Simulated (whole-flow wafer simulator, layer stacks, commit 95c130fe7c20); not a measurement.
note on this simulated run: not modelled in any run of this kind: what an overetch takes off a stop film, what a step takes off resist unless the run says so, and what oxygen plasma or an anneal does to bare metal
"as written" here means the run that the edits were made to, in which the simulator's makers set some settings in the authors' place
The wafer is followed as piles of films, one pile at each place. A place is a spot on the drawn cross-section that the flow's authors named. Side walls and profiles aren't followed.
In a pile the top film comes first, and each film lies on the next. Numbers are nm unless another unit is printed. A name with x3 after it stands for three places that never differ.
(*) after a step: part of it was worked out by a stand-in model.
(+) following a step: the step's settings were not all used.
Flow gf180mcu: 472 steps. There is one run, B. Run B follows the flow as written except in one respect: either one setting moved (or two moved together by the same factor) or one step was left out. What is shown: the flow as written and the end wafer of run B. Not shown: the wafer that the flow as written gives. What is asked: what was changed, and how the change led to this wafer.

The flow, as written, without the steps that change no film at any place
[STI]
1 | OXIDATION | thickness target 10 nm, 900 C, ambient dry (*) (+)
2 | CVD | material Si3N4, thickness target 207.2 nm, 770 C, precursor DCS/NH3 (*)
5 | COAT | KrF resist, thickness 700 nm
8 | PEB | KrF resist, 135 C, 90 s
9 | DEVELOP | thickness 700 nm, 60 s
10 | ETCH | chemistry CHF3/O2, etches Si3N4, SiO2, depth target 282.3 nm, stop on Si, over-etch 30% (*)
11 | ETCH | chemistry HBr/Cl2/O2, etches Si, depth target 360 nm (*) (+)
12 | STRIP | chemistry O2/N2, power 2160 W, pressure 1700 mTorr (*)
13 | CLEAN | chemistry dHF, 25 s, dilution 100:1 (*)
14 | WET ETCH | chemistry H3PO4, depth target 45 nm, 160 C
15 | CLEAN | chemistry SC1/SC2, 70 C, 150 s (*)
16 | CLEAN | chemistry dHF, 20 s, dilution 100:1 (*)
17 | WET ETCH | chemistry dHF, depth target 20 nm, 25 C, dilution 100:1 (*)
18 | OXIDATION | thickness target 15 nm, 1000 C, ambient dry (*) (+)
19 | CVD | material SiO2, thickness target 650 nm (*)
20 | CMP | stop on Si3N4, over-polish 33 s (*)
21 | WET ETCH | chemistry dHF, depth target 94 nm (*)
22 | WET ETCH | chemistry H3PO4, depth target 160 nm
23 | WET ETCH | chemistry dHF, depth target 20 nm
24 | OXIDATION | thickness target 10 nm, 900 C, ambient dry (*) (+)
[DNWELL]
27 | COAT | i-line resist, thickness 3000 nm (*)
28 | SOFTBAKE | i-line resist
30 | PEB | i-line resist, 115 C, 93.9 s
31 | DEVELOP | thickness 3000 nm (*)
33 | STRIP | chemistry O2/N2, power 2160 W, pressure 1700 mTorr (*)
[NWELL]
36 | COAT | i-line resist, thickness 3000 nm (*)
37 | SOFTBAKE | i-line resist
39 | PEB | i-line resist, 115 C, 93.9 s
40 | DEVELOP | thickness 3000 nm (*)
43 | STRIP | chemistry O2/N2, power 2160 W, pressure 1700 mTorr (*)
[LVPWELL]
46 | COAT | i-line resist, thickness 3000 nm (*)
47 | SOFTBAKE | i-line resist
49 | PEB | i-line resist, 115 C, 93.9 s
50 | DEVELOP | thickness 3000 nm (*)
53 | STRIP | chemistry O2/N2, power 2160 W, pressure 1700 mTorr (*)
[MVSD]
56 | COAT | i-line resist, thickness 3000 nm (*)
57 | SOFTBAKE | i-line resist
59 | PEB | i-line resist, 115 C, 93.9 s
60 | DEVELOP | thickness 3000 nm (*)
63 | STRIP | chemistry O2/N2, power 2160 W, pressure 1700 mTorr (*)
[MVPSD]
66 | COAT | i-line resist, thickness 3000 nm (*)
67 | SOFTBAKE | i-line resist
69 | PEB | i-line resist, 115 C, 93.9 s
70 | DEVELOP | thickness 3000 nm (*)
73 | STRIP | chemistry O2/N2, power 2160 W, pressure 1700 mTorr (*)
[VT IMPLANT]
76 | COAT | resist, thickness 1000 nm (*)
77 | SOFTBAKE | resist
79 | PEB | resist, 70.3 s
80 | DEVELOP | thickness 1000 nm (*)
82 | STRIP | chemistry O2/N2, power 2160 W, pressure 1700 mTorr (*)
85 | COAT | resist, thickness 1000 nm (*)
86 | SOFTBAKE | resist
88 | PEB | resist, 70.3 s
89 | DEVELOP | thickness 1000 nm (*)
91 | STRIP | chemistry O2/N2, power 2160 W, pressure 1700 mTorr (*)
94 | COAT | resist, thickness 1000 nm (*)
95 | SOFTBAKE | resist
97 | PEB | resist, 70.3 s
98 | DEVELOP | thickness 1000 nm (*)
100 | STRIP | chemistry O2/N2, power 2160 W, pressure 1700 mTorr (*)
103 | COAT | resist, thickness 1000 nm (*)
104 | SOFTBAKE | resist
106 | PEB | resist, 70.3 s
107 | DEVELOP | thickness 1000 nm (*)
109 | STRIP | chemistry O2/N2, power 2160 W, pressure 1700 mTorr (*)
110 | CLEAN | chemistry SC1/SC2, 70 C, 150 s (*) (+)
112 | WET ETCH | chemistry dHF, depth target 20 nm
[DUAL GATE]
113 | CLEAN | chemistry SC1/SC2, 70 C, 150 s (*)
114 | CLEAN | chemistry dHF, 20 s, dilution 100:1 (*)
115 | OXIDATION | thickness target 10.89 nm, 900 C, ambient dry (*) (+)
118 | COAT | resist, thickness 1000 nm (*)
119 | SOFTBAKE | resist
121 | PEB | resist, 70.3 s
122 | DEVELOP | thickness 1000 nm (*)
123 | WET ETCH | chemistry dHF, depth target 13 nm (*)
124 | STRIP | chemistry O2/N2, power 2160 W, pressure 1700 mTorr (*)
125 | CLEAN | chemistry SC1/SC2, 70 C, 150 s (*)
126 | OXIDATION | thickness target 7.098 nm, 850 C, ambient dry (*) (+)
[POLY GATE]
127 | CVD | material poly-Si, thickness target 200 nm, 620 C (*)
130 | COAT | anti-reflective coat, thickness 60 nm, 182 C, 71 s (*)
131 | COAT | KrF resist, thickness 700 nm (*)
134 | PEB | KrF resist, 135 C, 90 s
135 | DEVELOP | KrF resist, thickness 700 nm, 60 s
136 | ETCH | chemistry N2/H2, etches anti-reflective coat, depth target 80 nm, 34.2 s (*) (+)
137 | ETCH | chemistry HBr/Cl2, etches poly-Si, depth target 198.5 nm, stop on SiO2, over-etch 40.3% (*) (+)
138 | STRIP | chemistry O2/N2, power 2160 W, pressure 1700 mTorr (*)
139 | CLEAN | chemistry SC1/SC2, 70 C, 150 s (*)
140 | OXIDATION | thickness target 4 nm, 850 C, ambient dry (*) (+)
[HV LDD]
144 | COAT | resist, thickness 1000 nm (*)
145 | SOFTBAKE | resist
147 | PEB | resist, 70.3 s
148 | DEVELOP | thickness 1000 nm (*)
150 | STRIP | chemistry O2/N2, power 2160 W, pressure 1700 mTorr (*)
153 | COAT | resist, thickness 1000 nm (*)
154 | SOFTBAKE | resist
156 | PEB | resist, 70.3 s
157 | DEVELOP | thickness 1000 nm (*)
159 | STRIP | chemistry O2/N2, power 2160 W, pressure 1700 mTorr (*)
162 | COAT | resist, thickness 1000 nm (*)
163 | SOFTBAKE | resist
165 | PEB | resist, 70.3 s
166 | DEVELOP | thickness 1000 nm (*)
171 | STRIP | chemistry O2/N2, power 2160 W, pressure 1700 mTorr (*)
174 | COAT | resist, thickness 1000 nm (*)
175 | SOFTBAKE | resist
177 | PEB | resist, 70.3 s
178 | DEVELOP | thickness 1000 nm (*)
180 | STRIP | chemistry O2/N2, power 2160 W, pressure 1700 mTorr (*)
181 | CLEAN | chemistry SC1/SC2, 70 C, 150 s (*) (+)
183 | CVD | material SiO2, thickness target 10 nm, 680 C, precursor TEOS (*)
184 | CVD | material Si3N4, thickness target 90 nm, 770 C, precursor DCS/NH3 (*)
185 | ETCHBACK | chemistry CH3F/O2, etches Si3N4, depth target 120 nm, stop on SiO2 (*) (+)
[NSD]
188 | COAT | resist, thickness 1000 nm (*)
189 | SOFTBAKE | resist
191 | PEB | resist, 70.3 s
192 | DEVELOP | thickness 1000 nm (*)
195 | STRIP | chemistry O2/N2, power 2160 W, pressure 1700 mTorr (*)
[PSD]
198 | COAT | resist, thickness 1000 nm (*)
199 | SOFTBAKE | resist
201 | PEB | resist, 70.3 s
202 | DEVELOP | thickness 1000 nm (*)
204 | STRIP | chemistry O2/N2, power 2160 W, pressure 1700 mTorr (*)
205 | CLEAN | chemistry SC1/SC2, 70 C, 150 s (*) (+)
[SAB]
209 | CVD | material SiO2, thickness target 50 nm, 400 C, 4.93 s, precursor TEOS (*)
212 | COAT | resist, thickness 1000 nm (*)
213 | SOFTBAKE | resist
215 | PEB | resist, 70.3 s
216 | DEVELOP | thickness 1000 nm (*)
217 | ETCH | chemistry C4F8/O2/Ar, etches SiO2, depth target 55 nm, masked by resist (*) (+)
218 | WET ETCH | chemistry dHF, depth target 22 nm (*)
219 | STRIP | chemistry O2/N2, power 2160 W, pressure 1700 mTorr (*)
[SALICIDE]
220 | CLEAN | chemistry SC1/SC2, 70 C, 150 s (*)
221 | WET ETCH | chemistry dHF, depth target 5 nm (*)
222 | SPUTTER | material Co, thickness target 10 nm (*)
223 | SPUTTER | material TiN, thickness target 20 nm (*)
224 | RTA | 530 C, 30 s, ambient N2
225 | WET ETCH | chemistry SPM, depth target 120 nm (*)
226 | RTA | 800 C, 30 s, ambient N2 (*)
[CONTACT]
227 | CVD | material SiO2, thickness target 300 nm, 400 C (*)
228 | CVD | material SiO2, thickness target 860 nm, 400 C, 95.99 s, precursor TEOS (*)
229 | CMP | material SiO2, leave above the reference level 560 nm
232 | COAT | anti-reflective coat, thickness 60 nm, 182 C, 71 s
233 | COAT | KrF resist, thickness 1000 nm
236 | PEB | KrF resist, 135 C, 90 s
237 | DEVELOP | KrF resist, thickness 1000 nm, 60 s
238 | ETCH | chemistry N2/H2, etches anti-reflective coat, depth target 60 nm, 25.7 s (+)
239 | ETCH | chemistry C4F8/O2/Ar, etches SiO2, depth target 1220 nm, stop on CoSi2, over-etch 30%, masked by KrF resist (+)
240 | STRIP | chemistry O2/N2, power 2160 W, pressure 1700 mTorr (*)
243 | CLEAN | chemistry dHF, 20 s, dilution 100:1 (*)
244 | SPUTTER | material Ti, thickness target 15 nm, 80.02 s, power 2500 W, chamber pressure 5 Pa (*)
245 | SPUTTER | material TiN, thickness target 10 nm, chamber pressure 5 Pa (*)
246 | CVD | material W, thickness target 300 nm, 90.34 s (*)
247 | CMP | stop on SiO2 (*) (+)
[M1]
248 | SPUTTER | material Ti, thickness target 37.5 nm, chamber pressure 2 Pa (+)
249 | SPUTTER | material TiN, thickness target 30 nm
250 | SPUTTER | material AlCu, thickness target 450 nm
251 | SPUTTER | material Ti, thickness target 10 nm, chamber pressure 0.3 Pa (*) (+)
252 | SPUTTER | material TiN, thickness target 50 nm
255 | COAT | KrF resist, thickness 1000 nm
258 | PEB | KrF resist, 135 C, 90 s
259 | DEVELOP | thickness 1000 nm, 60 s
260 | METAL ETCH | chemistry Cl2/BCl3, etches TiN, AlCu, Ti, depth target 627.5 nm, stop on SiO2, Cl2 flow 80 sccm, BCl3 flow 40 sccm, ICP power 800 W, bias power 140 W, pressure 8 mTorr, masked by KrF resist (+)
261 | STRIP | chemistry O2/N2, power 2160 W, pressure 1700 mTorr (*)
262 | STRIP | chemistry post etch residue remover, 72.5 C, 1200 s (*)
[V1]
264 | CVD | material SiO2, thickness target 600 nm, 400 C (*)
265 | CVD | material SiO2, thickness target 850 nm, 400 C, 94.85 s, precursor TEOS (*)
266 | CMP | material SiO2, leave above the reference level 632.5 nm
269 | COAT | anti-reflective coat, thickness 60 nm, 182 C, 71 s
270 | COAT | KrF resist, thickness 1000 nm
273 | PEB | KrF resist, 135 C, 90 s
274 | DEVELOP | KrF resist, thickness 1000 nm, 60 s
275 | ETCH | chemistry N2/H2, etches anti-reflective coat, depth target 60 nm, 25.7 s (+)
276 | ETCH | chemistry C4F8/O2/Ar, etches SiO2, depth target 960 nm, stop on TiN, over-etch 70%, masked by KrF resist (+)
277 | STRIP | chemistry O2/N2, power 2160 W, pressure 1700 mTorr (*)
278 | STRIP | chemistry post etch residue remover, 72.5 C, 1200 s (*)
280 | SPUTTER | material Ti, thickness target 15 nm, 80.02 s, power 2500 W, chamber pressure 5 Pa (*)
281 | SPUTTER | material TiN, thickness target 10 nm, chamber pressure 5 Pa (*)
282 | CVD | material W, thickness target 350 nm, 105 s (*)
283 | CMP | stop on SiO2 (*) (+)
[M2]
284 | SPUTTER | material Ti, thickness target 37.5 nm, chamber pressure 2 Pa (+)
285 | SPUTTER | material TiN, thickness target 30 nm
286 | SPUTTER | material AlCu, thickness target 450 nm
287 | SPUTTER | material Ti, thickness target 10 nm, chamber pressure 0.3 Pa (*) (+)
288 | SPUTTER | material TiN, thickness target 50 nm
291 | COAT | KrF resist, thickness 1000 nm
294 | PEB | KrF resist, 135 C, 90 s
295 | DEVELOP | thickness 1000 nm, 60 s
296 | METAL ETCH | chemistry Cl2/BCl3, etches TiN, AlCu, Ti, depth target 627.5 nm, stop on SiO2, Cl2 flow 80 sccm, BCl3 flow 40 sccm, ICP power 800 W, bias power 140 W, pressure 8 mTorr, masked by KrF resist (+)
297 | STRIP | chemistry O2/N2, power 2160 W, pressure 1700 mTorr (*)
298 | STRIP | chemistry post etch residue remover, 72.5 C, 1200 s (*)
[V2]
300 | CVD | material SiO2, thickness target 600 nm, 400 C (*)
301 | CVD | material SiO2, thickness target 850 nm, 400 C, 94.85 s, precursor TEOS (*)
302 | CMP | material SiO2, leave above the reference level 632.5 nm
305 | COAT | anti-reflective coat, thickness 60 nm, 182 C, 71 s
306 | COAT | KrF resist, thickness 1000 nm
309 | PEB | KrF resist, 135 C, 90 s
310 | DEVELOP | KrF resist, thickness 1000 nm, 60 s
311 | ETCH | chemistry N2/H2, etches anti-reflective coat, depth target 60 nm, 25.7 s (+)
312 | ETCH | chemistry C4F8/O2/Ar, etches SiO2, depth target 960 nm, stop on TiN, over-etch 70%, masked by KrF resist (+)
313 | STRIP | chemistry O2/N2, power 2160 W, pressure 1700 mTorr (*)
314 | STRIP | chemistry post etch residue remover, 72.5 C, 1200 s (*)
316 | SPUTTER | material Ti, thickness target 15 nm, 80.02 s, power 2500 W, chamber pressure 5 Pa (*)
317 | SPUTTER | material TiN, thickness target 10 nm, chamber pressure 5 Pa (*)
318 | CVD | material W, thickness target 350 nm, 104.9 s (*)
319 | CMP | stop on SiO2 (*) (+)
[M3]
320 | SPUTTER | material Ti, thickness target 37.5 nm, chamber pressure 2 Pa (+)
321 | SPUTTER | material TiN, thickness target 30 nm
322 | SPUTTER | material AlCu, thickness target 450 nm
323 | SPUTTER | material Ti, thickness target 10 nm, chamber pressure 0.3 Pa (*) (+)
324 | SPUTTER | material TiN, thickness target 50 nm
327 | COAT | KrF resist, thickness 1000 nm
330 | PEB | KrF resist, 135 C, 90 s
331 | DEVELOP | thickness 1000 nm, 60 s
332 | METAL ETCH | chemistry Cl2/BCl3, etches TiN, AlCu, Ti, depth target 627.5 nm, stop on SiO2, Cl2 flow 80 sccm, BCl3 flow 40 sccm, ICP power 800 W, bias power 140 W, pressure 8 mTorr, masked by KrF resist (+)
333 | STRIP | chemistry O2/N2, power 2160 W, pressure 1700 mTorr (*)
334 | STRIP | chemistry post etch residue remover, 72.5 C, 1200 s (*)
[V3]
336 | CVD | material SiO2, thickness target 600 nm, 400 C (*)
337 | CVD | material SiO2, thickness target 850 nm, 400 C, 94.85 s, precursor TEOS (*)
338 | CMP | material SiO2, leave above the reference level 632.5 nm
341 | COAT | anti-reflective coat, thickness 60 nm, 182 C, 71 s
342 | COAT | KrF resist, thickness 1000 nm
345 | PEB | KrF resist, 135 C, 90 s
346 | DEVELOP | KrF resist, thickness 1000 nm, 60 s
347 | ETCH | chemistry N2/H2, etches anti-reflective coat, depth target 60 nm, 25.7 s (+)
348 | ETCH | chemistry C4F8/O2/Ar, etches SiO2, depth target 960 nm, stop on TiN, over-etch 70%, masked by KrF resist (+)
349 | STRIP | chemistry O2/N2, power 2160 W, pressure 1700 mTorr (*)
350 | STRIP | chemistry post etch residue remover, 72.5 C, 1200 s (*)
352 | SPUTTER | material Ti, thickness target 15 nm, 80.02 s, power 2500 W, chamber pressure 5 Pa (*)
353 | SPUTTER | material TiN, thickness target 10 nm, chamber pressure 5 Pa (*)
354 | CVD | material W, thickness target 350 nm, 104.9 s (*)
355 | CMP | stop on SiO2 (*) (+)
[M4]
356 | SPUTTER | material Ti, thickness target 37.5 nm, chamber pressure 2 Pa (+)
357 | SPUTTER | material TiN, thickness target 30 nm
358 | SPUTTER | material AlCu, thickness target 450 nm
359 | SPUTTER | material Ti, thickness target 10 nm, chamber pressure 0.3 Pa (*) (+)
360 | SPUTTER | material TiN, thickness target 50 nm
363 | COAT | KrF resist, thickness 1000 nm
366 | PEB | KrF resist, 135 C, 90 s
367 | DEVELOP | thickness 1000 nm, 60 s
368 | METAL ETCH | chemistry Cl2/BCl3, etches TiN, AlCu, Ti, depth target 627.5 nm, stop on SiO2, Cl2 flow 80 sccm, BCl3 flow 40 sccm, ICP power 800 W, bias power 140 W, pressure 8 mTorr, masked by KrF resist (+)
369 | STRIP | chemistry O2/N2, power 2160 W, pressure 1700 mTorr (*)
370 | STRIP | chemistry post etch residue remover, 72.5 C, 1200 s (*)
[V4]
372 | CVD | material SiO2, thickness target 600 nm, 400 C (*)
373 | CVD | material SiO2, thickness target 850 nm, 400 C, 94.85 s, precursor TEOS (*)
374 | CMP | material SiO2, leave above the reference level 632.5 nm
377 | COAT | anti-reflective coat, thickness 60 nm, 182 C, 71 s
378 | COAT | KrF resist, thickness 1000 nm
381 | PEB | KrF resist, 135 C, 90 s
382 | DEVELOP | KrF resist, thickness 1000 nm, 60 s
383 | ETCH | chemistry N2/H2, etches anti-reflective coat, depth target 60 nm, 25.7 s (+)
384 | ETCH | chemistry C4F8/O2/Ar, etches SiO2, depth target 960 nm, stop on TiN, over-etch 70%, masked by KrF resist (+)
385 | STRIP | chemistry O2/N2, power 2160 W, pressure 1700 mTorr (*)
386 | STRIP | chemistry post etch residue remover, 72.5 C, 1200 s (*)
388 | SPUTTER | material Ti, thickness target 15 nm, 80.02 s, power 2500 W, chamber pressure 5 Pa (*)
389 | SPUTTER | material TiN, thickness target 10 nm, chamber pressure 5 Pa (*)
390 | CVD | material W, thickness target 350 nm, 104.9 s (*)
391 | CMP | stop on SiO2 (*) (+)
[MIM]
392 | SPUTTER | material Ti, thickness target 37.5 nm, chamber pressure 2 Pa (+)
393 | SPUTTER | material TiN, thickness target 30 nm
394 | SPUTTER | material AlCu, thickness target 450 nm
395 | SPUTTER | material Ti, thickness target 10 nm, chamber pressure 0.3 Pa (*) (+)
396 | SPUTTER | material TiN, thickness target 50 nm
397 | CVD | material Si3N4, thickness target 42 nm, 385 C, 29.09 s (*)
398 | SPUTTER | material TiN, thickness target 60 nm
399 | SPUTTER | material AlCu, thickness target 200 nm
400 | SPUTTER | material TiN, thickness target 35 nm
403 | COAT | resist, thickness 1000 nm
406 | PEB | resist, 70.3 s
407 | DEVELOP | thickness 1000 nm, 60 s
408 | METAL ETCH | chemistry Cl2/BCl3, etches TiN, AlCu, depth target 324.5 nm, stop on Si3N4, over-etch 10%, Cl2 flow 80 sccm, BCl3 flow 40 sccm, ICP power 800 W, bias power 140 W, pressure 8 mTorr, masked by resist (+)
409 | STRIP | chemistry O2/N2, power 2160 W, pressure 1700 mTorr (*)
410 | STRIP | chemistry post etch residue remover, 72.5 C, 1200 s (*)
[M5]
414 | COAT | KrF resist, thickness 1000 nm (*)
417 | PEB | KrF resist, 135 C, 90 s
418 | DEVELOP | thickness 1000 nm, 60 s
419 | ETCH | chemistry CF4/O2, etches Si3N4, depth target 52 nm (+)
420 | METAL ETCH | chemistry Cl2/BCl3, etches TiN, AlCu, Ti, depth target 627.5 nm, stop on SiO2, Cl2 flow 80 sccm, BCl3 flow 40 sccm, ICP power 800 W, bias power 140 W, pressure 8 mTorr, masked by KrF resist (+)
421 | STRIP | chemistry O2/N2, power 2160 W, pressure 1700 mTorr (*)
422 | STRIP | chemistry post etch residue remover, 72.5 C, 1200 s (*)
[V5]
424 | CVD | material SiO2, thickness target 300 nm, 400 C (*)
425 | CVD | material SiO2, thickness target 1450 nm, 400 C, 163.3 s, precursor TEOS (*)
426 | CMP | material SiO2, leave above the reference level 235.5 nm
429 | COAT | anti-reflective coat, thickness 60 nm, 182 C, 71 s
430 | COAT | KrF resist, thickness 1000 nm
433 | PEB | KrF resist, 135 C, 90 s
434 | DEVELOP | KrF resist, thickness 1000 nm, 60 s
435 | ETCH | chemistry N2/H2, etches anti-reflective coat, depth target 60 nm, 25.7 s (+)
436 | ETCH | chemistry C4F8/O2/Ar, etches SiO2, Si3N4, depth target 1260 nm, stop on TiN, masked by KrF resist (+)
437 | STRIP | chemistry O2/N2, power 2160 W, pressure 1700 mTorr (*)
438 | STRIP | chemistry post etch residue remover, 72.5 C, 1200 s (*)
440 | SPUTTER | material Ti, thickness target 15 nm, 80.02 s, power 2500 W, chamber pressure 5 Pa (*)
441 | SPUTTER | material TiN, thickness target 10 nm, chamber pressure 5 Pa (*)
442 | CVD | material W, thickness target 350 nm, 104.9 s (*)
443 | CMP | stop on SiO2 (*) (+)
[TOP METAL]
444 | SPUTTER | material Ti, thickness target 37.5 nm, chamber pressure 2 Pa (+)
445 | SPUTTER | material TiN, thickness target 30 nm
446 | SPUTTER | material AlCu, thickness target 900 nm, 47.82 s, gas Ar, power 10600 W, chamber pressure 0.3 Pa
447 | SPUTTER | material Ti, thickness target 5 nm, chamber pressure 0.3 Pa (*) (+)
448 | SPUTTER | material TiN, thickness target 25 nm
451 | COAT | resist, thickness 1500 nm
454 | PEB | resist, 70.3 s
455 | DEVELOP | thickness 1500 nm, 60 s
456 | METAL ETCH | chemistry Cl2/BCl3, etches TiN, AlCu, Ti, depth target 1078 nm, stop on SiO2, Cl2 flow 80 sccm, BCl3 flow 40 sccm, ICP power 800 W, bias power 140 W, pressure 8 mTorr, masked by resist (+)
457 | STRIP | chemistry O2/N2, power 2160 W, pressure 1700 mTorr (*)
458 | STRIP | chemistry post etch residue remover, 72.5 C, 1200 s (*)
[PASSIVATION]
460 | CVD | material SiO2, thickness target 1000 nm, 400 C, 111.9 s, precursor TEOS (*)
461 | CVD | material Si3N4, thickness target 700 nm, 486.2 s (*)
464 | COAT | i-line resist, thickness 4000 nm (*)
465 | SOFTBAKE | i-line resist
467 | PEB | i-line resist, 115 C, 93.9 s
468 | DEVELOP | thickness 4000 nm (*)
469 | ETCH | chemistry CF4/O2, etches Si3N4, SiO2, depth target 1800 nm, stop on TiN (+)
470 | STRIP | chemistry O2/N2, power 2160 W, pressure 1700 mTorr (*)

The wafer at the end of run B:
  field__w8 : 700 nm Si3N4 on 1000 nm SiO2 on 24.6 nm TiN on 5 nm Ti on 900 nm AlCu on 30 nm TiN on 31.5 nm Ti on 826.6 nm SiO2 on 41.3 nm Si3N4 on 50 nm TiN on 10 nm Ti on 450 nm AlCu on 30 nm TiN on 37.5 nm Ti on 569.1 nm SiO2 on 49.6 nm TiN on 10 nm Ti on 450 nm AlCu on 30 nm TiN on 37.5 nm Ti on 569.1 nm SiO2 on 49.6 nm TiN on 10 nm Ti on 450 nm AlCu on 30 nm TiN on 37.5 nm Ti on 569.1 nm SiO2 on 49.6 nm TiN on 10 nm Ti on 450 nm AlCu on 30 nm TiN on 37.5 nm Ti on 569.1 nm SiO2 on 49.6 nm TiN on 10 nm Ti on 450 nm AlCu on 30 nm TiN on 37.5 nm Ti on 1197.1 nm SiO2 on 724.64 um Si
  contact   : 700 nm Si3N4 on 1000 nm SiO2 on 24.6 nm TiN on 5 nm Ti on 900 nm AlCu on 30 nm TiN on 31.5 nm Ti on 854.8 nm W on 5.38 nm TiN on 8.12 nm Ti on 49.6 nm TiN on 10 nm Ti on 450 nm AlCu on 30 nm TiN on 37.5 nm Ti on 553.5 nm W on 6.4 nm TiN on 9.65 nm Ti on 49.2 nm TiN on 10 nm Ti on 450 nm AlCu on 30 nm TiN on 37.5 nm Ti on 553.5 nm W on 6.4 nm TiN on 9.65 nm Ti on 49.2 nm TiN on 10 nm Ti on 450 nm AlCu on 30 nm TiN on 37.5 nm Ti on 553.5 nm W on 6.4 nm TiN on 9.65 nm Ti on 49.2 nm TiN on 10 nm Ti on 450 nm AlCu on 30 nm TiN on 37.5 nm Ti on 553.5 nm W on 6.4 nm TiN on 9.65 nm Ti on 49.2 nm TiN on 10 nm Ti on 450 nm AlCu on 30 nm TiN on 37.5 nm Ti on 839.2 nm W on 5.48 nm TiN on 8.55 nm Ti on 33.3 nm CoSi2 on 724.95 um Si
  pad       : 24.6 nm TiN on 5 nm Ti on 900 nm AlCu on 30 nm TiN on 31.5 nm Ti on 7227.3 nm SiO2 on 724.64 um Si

Cause: step 444, SPUTTER: thickness target 31.5 nm was run, though the flow has thickness target 37.5 nm.
One can read it off the wafer: field__w8 has Ti 31.5, and step 444 as written asks for 37.5 nm.

Step by step, how the change led to this:
  444 | SPUTTER | material Ti, thickness target 37.5 nm, chamber pressure 2 Pa (+)
      field, field__w1, field__w2 and 109 more: Ti gains 31.5 (new film) (as written it would have been: Ti gains 37.5 (new film))
  456 | METAL ETCH | chemistry Cl2/BCl3, etches TiN, AlCu, Ti, depth target 1078 nm, stop on SiO2, Cl2 flow 80 sccm, BCl3 flow 40 sccm, ICP power 800 W, bias power 140 W, pressure 8 mTorr, masked by resist (+)
      field, field__w1, field__w2 and 103 more: TiN loses 25 (all of it), Ti loses 5 (all of it), AlCu loses 900 (all of it), TiN loses 30 (all of it), Ti loses 31.5 (all of it) (as written it would have been: TiN loses 25 (all of it), Ti loses 5 (all of it), AlCu loses 900 (all of it), TiN loses 30 (all of it), Ti loses 37.5 (all of it))
